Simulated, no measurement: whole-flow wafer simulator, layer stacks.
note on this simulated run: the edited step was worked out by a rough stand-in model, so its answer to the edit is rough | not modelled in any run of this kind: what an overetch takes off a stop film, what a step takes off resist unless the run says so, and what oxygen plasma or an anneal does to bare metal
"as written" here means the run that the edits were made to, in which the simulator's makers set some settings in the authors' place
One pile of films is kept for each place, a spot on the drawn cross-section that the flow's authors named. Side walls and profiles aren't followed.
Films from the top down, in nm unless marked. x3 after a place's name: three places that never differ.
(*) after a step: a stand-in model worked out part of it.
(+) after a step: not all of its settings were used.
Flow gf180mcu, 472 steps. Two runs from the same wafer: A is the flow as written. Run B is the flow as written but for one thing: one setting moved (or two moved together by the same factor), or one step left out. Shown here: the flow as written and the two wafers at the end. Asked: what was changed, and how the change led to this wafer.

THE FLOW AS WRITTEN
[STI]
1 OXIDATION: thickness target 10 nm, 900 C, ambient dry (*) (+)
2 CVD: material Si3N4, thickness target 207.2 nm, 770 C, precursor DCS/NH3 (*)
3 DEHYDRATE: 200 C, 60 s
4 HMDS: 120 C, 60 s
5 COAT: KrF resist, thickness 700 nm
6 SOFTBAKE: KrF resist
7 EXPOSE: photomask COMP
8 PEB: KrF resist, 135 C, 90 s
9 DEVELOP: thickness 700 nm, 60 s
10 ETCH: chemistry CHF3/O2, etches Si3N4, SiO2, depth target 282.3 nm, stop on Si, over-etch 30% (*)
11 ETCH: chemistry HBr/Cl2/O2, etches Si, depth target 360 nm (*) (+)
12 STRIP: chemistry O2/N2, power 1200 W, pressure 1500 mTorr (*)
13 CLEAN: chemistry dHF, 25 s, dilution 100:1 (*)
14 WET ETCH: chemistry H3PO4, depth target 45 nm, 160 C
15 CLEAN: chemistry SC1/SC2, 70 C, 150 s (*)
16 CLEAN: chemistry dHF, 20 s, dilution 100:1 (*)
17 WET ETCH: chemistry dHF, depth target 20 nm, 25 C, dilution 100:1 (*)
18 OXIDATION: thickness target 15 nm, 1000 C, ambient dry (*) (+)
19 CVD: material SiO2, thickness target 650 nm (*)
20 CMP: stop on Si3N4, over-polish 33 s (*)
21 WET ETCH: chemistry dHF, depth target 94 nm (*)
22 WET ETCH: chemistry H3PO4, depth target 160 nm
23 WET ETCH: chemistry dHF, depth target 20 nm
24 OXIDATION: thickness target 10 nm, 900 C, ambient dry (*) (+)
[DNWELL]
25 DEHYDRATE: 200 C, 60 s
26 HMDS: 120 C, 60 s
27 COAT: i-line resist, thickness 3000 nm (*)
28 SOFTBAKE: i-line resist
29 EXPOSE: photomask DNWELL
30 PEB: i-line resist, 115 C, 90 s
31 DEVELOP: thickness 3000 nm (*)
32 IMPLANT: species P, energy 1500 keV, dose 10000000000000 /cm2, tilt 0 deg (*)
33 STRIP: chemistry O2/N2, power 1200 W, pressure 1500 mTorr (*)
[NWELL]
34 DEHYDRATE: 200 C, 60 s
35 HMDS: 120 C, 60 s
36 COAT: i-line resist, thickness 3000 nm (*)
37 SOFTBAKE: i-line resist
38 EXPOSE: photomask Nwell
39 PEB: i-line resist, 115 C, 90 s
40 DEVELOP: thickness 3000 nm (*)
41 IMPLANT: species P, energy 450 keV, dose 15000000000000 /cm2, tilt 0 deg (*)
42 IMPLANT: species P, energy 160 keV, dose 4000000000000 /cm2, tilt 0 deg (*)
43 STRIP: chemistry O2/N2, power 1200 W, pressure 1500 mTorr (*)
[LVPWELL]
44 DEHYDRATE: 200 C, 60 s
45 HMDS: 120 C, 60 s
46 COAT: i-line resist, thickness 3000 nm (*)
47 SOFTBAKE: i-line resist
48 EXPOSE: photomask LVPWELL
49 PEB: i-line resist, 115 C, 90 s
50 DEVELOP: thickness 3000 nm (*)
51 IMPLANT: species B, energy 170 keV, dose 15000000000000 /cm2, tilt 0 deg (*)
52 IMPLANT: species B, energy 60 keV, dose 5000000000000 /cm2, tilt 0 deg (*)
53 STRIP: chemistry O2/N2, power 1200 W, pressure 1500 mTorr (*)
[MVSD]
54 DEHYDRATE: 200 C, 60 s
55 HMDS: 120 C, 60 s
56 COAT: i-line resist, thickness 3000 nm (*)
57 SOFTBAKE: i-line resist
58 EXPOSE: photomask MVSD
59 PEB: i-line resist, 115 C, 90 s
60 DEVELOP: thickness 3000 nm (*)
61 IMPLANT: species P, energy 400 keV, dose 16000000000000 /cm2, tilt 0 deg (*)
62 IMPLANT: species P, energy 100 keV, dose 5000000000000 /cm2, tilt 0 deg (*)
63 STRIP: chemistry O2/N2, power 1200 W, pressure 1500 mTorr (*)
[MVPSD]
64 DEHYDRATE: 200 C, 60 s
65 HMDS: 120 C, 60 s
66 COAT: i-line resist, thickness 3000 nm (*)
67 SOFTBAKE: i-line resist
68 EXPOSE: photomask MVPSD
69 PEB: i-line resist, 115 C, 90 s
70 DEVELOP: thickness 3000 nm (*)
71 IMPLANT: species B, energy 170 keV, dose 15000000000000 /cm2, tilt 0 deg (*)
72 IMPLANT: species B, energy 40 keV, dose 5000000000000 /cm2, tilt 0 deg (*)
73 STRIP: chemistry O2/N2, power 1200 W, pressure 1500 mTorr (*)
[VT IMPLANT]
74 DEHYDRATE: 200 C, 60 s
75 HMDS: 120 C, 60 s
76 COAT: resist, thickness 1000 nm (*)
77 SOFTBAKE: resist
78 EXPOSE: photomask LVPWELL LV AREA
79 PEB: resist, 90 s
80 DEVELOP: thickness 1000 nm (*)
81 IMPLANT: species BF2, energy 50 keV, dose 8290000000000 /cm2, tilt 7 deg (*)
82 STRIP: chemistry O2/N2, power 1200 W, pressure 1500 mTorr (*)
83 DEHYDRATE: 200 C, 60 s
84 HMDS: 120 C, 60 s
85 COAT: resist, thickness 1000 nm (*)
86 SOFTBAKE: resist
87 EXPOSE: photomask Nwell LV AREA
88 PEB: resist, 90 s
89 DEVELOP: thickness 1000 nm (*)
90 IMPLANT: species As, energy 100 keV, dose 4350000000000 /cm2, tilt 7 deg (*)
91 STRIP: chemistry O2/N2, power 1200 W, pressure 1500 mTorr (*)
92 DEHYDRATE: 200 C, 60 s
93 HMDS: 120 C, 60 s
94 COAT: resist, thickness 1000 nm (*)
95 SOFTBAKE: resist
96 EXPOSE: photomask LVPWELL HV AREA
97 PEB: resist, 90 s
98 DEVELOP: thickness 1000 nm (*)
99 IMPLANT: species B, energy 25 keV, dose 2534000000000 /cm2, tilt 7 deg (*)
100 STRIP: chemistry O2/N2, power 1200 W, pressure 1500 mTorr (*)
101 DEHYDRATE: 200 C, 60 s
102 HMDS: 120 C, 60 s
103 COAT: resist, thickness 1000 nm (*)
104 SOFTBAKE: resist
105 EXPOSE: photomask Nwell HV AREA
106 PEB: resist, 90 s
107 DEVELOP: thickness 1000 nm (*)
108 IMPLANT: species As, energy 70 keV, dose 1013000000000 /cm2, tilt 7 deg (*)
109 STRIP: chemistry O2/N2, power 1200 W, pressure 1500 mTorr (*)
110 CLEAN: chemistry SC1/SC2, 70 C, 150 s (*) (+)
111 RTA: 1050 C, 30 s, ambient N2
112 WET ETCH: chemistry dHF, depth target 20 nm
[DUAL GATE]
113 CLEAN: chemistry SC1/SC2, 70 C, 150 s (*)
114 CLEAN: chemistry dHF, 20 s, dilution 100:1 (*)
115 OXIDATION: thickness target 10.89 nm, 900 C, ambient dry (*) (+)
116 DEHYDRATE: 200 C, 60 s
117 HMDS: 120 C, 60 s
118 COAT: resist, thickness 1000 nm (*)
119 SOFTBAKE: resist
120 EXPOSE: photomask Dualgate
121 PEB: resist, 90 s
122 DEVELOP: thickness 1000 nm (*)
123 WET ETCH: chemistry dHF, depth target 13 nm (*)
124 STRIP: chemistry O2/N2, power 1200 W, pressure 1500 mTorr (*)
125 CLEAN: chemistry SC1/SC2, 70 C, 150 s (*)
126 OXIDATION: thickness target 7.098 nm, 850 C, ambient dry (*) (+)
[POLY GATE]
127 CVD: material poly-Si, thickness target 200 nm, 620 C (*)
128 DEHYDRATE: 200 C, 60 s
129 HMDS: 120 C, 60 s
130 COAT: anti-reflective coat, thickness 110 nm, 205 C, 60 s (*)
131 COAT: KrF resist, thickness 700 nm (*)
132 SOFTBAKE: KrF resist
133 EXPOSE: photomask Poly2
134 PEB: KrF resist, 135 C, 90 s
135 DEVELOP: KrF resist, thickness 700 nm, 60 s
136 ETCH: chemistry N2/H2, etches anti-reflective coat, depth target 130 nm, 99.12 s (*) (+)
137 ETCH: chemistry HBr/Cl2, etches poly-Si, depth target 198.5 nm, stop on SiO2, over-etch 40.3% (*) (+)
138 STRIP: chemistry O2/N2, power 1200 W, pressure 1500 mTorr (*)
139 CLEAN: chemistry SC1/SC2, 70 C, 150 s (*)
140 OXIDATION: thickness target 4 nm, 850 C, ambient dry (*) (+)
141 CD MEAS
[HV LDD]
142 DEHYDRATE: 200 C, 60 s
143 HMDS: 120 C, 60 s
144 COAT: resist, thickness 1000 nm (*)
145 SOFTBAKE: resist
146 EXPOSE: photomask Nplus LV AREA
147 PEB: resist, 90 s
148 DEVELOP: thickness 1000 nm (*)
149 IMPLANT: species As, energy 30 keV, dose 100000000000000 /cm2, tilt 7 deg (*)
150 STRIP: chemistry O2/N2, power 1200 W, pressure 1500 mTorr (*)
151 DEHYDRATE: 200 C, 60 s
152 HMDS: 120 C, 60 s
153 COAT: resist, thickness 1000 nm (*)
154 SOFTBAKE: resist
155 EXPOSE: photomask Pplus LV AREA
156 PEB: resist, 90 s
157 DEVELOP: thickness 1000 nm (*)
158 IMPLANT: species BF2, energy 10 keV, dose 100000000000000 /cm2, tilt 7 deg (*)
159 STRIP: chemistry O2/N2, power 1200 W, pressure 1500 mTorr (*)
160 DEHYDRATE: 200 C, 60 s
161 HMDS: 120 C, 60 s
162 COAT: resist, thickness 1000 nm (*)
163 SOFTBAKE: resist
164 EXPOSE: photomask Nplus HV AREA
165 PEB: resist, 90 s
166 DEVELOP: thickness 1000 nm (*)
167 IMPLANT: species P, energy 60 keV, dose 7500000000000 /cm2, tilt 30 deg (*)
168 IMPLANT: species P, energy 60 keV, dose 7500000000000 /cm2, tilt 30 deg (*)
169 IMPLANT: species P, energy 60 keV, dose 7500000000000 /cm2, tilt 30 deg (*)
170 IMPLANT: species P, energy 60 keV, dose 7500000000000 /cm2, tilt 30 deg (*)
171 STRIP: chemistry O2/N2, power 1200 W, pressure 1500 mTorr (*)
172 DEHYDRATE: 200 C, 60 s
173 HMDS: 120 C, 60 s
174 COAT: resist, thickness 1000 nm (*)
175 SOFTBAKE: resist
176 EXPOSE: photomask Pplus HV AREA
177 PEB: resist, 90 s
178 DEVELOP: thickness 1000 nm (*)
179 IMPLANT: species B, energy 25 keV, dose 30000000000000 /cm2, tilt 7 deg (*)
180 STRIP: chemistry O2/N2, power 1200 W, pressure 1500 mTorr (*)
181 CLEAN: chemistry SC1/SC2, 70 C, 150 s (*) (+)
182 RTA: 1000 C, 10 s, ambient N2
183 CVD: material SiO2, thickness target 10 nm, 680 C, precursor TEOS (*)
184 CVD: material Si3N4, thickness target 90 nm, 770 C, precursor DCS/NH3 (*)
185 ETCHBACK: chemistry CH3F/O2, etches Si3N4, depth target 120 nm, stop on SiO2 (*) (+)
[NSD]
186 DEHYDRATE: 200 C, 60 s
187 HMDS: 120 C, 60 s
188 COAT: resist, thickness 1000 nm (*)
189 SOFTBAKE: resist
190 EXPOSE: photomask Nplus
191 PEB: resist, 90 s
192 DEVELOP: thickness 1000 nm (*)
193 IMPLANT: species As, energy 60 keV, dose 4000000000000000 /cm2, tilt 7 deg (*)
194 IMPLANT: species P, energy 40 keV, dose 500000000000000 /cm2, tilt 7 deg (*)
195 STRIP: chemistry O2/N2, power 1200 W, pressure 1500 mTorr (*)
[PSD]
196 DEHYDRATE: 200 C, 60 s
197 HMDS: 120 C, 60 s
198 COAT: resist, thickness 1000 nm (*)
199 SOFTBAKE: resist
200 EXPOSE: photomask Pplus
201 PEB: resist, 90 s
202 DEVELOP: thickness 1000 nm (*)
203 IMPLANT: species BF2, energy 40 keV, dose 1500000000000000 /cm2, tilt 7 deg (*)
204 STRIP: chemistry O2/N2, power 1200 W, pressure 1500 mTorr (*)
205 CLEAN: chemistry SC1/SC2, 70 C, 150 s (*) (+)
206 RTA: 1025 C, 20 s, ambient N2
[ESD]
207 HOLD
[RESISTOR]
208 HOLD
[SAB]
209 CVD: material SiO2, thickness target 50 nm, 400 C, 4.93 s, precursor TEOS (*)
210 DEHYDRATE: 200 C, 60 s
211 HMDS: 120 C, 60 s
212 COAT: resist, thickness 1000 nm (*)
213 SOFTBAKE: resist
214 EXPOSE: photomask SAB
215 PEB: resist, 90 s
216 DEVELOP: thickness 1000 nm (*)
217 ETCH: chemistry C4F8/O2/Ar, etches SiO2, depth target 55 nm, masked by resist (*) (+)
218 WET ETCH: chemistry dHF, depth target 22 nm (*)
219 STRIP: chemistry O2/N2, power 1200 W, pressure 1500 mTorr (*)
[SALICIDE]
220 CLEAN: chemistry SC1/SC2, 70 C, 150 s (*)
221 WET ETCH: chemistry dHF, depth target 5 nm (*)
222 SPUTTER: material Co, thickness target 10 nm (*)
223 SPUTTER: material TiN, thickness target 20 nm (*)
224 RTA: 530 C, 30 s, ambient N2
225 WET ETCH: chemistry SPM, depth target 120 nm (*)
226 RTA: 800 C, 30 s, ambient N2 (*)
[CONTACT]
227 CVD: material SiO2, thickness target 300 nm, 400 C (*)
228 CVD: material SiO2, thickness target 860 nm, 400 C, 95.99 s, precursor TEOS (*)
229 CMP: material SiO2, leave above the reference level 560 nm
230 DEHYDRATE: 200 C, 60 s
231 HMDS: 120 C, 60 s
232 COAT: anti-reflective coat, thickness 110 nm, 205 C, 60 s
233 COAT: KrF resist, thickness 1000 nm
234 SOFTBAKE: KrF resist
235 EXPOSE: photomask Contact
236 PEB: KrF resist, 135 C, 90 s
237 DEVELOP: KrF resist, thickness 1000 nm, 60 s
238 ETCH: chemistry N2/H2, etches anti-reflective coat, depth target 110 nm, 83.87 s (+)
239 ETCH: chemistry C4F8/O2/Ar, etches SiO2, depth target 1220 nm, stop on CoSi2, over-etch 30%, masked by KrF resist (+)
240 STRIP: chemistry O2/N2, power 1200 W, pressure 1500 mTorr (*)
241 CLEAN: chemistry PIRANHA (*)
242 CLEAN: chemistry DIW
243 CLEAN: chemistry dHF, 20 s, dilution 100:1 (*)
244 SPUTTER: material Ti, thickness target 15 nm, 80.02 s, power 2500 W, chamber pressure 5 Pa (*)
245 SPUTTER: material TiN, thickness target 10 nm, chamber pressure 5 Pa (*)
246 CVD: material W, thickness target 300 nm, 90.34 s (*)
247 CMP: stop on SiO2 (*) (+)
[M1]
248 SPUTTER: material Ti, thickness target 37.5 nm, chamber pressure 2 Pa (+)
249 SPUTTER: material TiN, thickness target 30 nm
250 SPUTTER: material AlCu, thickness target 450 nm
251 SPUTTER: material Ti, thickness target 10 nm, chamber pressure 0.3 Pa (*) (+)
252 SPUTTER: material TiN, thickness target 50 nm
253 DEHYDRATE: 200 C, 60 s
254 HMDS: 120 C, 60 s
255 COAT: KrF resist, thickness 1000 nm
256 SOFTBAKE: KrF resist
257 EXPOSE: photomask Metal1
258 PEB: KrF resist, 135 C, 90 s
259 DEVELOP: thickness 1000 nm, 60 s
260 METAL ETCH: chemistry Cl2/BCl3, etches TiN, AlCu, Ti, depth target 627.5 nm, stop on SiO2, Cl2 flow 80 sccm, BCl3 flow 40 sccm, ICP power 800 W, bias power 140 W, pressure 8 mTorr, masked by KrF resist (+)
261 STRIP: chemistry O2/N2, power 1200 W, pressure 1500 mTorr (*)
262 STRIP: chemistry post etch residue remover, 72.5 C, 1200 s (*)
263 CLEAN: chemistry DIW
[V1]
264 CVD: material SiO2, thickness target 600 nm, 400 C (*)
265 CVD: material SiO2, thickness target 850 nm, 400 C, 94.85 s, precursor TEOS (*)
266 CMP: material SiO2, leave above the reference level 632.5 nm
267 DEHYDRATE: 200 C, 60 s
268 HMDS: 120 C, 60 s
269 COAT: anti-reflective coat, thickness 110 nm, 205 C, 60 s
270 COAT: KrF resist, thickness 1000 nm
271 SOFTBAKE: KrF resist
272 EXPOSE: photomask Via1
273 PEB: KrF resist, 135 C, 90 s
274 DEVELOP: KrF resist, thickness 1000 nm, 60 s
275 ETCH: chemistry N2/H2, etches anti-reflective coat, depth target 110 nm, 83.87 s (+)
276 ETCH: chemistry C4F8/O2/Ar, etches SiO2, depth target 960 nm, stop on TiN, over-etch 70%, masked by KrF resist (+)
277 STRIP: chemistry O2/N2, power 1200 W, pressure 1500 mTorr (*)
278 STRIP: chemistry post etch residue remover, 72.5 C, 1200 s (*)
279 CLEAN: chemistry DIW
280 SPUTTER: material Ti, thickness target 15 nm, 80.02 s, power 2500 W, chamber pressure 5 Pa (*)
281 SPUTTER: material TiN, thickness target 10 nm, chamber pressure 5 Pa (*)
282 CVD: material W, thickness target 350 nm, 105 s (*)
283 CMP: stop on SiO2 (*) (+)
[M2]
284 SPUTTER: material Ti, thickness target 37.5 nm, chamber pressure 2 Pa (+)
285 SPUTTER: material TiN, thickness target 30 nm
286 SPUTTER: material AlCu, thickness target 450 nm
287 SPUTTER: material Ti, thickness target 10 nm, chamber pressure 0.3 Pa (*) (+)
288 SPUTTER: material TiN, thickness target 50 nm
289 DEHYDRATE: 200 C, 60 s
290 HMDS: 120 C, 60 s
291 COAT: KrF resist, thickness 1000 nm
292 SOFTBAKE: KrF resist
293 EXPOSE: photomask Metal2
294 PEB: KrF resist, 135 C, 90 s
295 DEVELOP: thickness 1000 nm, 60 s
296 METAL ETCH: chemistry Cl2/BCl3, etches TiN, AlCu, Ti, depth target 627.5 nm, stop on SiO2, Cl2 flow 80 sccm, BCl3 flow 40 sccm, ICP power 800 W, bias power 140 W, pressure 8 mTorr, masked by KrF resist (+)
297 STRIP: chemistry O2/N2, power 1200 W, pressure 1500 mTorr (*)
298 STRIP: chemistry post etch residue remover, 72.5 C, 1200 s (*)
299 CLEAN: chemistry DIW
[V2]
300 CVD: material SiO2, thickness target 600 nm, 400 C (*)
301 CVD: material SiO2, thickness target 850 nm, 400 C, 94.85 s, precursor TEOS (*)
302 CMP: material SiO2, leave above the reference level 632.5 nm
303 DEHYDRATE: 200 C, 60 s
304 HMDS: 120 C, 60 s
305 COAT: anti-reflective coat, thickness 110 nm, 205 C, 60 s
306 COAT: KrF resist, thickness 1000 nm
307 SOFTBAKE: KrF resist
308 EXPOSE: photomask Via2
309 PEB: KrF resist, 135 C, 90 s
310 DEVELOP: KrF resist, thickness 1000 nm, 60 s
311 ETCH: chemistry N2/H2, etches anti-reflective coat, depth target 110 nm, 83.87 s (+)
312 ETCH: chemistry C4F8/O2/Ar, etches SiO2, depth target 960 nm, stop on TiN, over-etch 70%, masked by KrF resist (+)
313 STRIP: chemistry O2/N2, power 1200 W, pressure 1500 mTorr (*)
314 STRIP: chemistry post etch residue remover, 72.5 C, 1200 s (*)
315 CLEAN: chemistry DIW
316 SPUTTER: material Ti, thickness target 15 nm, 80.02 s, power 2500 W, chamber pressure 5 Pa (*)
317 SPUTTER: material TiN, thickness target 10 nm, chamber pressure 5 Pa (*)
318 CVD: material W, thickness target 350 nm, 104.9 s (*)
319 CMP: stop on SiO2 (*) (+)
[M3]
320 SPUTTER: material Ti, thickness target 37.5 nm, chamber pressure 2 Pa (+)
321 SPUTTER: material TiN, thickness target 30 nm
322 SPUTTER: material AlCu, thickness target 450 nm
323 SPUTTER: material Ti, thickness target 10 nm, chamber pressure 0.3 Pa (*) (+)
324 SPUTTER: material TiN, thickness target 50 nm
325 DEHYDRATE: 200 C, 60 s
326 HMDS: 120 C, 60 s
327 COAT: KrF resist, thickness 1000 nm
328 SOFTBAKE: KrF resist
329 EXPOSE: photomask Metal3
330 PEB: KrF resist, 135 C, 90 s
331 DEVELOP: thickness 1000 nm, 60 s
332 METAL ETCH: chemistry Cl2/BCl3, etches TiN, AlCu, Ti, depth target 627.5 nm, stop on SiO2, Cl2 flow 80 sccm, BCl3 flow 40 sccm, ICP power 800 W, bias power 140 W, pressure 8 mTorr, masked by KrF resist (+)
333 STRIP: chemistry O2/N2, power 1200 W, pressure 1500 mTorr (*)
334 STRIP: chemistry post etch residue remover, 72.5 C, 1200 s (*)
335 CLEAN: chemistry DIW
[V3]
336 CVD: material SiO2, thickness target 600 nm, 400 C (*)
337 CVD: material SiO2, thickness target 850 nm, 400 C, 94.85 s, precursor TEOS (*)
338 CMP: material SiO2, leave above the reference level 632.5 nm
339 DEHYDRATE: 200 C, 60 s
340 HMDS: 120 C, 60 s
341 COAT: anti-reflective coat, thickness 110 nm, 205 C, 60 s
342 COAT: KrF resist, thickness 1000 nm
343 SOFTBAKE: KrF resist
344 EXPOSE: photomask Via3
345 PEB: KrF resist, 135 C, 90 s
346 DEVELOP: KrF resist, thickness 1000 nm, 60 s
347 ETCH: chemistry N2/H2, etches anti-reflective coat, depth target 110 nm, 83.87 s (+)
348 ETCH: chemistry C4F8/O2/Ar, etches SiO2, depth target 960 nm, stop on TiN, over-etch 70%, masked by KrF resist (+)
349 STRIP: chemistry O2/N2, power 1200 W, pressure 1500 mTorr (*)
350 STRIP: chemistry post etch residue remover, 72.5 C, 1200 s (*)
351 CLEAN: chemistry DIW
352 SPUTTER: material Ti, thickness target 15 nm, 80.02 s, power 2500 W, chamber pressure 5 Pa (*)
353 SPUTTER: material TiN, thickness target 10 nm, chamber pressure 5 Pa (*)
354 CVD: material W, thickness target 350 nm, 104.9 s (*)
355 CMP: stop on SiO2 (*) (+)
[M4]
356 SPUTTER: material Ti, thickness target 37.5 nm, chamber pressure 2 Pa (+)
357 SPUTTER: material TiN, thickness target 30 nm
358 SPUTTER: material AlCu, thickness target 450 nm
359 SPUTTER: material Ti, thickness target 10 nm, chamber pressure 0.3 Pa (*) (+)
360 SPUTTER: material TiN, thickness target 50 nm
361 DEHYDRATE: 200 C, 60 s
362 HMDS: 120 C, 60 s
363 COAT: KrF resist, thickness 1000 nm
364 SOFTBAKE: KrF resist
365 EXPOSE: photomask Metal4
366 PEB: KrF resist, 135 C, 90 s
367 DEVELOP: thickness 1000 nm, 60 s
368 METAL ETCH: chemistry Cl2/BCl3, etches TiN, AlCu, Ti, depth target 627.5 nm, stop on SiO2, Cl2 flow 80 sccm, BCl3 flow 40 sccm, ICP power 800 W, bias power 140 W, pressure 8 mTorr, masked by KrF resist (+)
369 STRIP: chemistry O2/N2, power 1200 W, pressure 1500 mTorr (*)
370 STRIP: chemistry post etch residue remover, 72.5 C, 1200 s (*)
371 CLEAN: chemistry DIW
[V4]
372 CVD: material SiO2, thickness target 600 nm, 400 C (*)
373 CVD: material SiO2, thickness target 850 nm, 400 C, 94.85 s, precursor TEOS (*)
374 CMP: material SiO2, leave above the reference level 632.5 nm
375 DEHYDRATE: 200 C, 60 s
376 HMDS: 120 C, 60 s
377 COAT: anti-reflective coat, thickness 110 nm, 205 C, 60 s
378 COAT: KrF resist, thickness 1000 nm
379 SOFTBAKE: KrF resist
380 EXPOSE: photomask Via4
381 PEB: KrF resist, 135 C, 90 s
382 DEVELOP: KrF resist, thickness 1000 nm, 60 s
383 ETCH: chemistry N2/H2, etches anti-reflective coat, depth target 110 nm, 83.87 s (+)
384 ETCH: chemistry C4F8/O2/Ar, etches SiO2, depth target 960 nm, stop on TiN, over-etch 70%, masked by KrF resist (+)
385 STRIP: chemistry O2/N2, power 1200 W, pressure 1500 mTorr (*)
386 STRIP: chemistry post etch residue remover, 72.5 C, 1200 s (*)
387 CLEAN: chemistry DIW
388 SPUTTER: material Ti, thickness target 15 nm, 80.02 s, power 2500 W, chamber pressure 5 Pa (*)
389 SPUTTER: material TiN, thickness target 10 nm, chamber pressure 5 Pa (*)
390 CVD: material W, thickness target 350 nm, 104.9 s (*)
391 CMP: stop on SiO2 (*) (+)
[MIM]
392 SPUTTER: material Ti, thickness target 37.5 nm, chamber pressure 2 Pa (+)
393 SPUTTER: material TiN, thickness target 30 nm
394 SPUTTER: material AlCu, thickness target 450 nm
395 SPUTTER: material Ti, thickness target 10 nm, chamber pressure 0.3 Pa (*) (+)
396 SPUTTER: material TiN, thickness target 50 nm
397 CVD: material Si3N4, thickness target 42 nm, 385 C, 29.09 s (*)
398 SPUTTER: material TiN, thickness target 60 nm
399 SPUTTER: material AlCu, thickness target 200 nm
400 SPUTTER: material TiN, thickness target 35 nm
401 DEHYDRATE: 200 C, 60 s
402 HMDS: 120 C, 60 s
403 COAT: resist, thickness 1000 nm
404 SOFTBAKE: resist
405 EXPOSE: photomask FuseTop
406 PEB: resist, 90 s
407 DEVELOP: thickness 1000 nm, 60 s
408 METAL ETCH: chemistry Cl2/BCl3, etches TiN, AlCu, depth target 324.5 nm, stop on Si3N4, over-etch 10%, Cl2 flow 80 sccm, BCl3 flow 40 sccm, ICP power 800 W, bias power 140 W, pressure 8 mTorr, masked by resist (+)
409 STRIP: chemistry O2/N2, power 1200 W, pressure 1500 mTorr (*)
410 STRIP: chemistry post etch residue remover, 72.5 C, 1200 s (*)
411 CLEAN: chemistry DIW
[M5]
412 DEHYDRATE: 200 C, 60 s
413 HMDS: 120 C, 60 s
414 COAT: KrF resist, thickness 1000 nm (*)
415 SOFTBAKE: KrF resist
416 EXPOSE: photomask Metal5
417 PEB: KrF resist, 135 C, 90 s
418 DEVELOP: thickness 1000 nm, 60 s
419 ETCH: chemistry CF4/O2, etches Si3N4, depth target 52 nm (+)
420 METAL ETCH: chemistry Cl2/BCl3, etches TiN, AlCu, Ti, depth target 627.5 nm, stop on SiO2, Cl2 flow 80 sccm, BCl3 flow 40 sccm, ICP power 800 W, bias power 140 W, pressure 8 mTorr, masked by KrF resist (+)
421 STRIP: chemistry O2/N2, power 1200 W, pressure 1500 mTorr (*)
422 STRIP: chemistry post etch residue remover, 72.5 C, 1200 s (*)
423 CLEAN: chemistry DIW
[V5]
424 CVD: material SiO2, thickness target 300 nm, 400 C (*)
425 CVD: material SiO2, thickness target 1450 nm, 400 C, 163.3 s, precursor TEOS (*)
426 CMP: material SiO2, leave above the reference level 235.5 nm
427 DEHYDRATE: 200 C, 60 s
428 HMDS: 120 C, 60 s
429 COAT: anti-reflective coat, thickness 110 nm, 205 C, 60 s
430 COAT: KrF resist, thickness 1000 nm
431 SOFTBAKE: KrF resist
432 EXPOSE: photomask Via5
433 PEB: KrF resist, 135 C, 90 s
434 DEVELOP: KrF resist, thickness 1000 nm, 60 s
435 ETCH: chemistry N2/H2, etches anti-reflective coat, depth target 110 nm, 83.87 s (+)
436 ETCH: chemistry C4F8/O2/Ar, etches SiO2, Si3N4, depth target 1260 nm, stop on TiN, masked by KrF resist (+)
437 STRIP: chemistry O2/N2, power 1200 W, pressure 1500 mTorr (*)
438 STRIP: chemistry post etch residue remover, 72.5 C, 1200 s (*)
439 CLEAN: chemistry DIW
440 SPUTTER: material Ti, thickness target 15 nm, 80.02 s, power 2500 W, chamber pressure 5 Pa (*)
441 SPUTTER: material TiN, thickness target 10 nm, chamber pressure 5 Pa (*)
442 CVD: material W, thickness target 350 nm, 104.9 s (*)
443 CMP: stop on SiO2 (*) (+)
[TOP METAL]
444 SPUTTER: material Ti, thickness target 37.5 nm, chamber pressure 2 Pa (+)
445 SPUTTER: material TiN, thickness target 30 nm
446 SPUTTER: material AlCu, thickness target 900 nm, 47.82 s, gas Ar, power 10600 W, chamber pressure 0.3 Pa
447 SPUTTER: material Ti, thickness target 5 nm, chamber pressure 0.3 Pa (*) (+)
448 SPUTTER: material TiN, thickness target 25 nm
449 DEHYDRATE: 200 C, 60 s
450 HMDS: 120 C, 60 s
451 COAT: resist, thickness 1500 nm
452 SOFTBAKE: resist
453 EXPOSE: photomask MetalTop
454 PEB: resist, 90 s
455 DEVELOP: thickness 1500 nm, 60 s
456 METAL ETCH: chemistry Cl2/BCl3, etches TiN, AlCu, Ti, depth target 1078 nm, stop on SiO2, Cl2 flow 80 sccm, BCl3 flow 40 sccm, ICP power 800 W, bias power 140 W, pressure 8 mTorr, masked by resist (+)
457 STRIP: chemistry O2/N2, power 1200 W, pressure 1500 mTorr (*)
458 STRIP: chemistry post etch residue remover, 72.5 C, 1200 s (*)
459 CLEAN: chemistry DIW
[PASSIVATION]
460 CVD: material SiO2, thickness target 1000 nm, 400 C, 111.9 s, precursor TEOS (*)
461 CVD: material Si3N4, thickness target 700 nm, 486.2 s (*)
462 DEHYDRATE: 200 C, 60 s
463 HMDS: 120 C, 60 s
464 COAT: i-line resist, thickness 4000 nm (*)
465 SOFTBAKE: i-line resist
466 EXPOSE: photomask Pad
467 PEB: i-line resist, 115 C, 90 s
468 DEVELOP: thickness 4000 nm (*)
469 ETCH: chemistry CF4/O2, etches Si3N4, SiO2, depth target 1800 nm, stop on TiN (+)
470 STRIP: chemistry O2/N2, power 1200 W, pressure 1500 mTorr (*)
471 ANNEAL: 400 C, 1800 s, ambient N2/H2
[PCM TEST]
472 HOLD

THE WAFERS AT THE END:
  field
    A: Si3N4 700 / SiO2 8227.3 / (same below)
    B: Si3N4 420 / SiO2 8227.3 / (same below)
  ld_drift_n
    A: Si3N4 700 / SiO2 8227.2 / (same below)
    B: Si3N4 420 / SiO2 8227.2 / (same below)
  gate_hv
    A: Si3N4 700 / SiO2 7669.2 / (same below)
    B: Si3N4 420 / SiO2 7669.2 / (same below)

The cause: step 461, CVD: thickness target 420 nm was run, where the flow has thickness target 700 nm.
It can be read off the wafer: field has Si3N4 420, and step 461 as written asks for 700 nm.

How the change led to this, step by step:
  461 CVD: material Si3N4, thickness target 700 nm, 486.2 s (*)
      field, field__w1, field__w2 and 109 more: A Si3N4 +700 (new film) | B Si3N4 +420 (new film)
  465 SOFTBAKE: i-line resist
      field__w11, nw_enc_fld_lv__w4: A i-line resist +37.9 | B i-line resist +36.4
      field__w2: A i-line resist +32.6 | B i-line resist +31.6
      (and at 52 more places)
  469 ETCH: chemistry CF4/O2, etches Si3N4, SiO2, depth target 1800 nm, stop on TiN (+)
      pad: A Si3N4 -700 (all of it), SiO2 -1000 (all of it) | B Si3N4 -420 (all of it), SiO2 -1000 (all of it)
